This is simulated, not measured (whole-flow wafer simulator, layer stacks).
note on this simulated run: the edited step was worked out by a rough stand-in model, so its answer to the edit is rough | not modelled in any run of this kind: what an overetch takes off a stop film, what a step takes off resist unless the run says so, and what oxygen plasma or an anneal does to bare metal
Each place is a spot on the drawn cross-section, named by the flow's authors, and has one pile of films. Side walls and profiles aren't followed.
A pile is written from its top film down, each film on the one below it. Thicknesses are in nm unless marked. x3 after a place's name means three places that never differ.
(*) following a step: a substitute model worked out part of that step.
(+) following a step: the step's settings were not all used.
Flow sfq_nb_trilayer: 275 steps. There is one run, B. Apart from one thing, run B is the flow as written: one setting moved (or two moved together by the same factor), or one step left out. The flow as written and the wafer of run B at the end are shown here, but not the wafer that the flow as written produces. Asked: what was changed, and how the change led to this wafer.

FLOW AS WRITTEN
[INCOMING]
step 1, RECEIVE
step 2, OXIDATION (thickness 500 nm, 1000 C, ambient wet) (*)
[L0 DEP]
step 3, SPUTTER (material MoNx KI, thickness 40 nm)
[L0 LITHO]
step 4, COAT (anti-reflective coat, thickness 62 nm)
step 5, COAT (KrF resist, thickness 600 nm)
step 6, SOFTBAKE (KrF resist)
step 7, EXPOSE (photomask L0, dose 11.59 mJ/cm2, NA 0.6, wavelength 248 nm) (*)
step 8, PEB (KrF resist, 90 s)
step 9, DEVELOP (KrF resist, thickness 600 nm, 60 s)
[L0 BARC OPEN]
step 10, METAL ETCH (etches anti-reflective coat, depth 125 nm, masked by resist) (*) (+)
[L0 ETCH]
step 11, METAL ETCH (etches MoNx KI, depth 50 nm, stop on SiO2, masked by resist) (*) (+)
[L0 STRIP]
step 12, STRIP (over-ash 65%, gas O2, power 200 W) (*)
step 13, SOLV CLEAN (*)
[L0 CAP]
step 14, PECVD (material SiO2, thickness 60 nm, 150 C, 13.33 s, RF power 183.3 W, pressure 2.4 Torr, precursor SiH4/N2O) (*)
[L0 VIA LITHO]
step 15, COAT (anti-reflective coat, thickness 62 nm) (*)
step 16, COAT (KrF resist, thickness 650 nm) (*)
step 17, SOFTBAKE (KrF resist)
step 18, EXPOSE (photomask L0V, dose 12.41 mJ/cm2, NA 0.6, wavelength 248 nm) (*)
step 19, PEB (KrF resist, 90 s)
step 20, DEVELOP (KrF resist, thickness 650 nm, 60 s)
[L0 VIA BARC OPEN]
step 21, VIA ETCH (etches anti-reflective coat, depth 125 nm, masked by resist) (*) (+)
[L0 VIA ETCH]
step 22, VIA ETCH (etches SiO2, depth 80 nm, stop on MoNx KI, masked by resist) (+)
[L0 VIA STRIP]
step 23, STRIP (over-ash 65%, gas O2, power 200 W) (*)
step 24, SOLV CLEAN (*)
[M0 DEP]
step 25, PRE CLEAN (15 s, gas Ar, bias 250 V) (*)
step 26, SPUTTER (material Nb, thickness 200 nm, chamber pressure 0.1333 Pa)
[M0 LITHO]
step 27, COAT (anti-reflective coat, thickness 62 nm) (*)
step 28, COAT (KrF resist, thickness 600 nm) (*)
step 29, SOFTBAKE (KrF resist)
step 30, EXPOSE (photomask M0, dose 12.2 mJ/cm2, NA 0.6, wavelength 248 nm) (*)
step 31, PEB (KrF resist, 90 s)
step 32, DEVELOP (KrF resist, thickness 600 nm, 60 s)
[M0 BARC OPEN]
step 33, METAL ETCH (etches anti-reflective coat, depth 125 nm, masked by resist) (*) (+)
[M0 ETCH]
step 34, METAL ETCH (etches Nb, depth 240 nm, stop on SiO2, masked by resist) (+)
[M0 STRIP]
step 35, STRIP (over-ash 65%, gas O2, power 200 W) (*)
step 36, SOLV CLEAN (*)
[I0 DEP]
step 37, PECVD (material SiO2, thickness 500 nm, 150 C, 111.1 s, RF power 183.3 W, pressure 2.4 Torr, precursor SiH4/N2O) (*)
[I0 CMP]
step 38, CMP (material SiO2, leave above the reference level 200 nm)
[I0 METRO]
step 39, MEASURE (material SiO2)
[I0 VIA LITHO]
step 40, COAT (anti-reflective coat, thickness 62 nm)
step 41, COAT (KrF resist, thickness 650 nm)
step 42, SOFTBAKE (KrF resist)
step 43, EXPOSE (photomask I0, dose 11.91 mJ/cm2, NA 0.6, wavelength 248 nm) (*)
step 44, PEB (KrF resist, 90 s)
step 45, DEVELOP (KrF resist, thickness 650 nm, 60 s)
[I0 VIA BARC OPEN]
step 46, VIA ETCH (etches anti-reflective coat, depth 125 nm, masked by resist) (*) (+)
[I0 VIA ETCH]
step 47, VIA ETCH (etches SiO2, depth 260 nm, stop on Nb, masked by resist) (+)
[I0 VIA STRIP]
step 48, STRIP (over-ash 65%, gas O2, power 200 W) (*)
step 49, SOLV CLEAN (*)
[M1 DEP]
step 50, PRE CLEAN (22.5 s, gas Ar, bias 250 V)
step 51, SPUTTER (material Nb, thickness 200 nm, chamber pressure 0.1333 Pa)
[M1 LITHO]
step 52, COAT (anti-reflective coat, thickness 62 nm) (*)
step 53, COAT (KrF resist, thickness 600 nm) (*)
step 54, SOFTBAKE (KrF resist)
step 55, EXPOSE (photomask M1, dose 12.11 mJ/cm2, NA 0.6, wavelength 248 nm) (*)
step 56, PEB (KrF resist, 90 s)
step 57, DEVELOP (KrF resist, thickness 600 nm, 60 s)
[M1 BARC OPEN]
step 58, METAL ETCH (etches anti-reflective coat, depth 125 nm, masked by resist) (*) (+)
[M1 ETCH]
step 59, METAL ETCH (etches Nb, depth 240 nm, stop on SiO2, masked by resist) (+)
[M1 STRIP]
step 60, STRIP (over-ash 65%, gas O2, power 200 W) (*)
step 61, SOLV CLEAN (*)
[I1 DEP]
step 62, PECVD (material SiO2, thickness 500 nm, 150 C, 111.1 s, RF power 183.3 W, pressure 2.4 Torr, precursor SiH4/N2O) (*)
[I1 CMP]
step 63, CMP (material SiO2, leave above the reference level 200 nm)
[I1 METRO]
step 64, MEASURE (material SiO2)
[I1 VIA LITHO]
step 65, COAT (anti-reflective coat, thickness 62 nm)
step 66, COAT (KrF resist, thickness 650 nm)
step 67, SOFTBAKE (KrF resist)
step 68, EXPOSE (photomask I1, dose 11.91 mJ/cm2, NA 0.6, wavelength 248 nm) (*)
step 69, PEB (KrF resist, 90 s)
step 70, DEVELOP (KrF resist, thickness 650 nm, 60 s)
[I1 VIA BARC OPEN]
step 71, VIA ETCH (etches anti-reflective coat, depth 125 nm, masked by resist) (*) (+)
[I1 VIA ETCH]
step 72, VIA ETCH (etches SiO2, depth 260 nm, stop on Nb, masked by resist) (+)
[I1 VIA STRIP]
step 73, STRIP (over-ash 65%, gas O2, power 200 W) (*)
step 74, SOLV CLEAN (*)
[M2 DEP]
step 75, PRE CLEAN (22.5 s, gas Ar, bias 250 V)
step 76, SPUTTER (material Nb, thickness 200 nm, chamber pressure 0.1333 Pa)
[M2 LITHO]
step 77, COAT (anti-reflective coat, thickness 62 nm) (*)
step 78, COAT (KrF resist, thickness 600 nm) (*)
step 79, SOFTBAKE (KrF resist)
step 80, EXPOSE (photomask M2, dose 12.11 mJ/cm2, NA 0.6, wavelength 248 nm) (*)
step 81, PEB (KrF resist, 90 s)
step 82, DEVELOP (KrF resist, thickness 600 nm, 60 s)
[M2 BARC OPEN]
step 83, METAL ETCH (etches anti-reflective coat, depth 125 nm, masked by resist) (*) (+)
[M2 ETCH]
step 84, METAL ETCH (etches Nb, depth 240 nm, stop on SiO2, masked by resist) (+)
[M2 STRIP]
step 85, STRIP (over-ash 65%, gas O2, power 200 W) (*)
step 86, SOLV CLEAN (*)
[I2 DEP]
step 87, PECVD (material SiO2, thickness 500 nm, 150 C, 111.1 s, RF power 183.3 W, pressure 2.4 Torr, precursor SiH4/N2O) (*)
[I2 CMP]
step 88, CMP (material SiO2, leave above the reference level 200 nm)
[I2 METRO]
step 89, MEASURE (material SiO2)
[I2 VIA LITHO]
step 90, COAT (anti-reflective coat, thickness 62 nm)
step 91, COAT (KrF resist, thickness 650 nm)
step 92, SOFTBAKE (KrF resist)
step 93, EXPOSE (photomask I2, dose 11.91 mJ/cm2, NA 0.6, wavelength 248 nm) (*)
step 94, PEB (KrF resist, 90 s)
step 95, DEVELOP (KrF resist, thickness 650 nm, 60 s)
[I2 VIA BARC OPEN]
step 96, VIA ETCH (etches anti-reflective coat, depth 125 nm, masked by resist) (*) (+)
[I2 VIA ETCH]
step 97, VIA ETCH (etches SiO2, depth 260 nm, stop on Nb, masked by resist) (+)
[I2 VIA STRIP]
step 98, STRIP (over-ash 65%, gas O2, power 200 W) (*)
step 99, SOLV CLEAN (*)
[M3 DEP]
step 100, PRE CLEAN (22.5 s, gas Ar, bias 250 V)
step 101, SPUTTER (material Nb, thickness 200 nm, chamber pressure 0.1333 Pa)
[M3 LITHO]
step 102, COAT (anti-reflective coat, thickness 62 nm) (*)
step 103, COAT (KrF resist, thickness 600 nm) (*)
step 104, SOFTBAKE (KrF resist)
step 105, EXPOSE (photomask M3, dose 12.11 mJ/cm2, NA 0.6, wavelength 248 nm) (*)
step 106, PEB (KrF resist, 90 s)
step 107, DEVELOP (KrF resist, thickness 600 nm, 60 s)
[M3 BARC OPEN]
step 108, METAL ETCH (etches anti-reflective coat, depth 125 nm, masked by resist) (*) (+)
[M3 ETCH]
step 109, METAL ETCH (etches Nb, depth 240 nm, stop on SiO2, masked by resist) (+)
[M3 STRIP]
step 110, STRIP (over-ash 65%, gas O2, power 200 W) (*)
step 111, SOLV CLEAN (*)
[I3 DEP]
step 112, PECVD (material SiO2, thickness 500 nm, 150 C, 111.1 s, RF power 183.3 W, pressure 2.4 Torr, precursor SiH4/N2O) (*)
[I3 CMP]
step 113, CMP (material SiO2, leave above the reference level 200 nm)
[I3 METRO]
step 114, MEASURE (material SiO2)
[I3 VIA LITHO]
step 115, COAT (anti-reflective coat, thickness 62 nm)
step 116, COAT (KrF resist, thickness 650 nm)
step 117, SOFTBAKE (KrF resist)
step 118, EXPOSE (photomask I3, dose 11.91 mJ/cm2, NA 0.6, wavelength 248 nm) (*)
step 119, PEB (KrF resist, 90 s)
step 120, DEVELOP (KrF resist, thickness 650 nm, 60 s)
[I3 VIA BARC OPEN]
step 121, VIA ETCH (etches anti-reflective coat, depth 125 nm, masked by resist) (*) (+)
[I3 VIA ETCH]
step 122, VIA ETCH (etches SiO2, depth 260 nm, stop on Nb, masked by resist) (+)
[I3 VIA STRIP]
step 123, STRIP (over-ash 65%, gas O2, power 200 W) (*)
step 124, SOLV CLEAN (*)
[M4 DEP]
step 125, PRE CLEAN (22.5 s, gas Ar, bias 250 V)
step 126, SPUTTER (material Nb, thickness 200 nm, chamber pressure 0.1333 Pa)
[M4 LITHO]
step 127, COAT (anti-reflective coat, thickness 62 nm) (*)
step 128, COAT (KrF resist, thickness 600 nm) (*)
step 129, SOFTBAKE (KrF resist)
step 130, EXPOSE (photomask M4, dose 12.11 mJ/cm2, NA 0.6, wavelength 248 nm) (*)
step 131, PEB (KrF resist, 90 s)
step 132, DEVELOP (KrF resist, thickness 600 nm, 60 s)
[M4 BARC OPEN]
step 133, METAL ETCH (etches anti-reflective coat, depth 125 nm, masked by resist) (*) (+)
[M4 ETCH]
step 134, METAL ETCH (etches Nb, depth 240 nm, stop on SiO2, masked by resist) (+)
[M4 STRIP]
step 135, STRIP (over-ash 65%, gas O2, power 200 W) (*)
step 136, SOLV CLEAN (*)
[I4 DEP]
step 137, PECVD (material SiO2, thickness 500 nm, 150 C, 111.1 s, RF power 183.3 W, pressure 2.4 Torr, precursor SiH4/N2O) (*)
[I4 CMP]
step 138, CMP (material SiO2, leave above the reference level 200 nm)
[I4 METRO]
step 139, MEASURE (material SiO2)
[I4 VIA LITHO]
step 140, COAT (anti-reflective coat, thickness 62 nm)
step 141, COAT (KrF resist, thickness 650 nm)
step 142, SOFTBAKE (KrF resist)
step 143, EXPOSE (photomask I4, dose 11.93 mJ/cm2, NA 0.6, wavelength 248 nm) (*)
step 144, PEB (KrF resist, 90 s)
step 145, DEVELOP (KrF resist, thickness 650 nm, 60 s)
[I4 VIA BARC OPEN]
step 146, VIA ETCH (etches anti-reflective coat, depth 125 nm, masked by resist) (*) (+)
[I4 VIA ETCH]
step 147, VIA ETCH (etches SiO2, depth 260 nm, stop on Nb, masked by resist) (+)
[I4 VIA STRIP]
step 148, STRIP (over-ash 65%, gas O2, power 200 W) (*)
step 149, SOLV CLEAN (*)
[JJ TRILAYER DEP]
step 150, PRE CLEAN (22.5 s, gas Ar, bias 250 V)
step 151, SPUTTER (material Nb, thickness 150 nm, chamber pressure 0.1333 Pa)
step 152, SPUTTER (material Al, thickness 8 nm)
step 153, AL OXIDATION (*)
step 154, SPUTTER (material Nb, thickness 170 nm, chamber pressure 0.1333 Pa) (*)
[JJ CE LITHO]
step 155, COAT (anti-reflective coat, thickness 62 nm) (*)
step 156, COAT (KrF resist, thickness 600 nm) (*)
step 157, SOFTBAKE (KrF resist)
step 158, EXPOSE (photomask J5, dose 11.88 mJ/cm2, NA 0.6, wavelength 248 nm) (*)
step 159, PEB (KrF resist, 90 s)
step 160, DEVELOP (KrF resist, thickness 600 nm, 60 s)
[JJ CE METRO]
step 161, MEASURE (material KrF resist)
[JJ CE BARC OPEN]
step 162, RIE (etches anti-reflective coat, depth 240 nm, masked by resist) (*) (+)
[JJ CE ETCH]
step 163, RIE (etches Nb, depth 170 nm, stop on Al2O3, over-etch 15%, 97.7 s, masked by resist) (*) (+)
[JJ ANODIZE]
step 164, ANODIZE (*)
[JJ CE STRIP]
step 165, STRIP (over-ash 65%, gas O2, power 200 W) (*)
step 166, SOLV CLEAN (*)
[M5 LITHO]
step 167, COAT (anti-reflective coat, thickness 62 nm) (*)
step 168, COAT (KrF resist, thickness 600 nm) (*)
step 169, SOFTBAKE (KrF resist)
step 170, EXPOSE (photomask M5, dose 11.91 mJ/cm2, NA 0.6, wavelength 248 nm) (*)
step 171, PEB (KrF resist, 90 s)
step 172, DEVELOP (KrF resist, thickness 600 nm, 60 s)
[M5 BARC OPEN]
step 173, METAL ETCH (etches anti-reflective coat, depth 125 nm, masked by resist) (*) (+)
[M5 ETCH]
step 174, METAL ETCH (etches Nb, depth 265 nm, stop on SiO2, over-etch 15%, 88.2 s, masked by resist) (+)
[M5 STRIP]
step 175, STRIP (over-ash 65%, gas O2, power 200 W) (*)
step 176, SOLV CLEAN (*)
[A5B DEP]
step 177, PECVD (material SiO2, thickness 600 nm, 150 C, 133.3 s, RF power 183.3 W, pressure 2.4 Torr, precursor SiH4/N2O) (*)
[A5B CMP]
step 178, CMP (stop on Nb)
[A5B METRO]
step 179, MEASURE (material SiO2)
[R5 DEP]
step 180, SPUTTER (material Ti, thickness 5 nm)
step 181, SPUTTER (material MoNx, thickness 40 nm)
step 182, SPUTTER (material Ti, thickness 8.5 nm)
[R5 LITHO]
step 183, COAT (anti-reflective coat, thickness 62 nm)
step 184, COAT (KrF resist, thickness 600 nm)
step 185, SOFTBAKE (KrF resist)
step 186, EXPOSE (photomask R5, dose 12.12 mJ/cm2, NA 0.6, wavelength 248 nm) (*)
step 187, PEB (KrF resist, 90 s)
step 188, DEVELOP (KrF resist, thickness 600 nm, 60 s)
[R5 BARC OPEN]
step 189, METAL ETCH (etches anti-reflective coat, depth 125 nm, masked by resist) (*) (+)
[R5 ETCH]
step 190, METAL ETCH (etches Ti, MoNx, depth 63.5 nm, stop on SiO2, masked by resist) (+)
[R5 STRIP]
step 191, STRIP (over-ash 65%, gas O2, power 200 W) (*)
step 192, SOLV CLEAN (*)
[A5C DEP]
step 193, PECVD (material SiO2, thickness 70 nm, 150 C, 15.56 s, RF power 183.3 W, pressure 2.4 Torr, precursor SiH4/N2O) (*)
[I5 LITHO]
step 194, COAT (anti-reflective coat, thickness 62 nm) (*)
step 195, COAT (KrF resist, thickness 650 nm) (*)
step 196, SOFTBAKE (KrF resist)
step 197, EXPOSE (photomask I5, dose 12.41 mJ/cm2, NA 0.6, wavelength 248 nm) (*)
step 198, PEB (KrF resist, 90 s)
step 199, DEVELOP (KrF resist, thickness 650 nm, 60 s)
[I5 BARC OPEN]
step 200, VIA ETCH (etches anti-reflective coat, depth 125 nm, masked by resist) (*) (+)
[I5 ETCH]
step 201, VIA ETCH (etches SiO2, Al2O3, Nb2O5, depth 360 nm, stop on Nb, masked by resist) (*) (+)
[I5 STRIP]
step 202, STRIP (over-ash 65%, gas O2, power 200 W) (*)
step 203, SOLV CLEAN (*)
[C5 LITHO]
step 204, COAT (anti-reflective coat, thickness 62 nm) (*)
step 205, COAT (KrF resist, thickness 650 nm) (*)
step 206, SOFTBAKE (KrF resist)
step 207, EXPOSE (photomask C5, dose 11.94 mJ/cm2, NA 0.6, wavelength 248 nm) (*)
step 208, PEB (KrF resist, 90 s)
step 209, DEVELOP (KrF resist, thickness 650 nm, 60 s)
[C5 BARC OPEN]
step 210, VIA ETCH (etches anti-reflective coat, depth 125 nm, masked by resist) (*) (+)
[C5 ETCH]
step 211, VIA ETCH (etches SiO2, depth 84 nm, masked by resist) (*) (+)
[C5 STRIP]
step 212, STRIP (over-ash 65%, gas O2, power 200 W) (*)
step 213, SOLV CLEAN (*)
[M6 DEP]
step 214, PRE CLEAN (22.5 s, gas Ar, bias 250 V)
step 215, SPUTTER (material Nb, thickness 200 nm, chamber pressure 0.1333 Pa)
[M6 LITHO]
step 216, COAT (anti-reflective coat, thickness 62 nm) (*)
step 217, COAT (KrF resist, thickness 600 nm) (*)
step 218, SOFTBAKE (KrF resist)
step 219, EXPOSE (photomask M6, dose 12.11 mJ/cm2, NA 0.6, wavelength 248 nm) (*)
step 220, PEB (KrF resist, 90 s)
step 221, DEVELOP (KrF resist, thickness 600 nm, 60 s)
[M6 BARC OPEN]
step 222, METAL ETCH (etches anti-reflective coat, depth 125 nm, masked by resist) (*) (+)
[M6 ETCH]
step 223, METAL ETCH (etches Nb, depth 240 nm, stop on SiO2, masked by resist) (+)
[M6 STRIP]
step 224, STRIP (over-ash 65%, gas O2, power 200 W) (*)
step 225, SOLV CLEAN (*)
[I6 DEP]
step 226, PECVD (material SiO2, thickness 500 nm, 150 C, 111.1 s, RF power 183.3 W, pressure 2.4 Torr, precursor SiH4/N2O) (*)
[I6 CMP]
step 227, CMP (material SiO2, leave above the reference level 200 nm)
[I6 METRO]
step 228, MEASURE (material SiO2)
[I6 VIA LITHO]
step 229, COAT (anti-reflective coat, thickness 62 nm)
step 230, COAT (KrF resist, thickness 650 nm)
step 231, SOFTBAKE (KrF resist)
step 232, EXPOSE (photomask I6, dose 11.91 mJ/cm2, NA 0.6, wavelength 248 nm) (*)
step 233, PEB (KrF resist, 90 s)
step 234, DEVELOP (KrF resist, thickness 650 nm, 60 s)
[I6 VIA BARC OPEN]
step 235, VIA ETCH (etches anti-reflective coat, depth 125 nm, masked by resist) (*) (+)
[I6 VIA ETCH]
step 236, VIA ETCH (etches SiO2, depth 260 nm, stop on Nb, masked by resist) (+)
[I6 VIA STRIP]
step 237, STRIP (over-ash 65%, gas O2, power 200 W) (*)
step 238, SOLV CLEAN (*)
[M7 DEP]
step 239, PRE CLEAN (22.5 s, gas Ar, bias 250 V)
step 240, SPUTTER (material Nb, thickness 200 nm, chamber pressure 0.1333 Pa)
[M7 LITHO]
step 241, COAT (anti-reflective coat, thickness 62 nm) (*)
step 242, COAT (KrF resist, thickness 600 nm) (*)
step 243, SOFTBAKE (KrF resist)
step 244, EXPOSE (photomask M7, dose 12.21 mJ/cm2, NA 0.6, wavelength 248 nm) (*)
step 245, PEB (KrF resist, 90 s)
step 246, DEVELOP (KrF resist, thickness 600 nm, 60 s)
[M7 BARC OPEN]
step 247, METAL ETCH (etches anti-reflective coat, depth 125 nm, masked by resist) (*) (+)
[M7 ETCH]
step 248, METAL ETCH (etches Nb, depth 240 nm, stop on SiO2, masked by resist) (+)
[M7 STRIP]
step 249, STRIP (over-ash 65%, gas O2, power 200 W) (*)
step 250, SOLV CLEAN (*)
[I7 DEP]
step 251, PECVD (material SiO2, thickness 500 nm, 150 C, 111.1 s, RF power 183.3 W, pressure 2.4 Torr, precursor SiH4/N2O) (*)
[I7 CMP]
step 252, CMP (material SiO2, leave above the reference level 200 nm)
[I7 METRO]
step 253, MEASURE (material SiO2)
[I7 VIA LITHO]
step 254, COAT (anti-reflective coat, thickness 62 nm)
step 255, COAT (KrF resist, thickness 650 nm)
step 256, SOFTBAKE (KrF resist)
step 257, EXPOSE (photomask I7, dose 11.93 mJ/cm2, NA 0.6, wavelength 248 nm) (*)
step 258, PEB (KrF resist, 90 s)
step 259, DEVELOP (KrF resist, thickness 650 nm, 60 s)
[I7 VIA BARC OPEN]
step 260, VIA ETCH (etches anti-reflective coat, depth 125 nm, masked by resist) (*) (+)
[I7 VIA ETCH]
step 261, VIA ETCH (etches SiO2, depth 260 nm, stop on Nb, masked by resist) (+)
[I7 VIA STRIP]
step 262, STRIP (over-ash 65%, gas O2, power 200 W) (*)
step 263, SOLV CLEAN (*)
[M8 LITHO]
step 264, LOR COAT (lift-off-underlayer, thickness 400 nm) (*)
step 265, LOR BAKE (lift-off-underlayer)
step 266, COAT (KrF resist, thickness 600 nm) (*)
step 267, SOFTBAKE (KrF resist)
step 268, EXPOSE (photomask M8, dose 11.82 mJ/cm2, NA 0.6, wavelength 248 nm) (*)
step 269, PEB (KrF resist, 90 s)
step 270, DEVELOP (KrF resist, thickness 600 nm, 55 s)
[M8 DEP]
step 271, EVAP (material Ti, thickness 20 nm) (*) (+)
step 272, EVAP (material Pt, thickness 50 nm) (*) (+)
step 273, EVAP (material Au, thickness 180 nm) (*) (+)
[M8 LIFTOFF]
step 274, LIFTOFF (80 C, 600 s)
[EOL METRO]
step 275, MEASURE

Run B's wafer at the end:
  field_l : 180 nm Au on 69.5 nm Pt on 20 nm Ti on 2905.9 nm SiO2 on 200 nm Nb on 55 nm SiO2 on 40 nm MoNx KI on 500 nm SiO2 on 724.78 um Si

The reason: step 272, EVAP: thickness 69.5 nm was run, whereas the flow has thickness 50 nm.
The wafer itself shows it: field_l has Pt 69.5, and step 272 as written asks for 50 nm.

Step by step, how the change led to this:
  step 272, EVAP (material Pt, thickness 50 nm) (*) (+)
      field_l, v_sur, via_wl and 103 more: +69.5 Pt (new film) (in the flow as written it would be: +50 Pt (new film))
  step 274, LIFTOFF (80 C, 600 s)
      p4_fl, p4_fm, p4_w1 and 71 more: -180 Au (all of it), -69.5 Pt (all of it), -20 Ti (all of it), -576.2 KrF resist (all of it), -400 lift-off-underlayer (all of it) (in the flow as written it would be: -180 Au (all of it), -50 Pt (all of it), -20 Ti (all of it), -576.2 KrF resist (all of it), -400 lift-off-underlayer (all of it))
      c5j, ce_r: -180 Au (all of it), -69.5 Pt (all of it), -20 Ti (all of it), -573.3 KrF resist (all of it), -399.3 lift-off-underlayer (all of it) (in the flow as written it would be: -180 Au (all of it), -50 Pt (all of it), -20 Ti (all of it), -573.3 KrF resist (all of it), -399.3 lift-off-underlayer (all of it))
      (and at 19 other places as well)
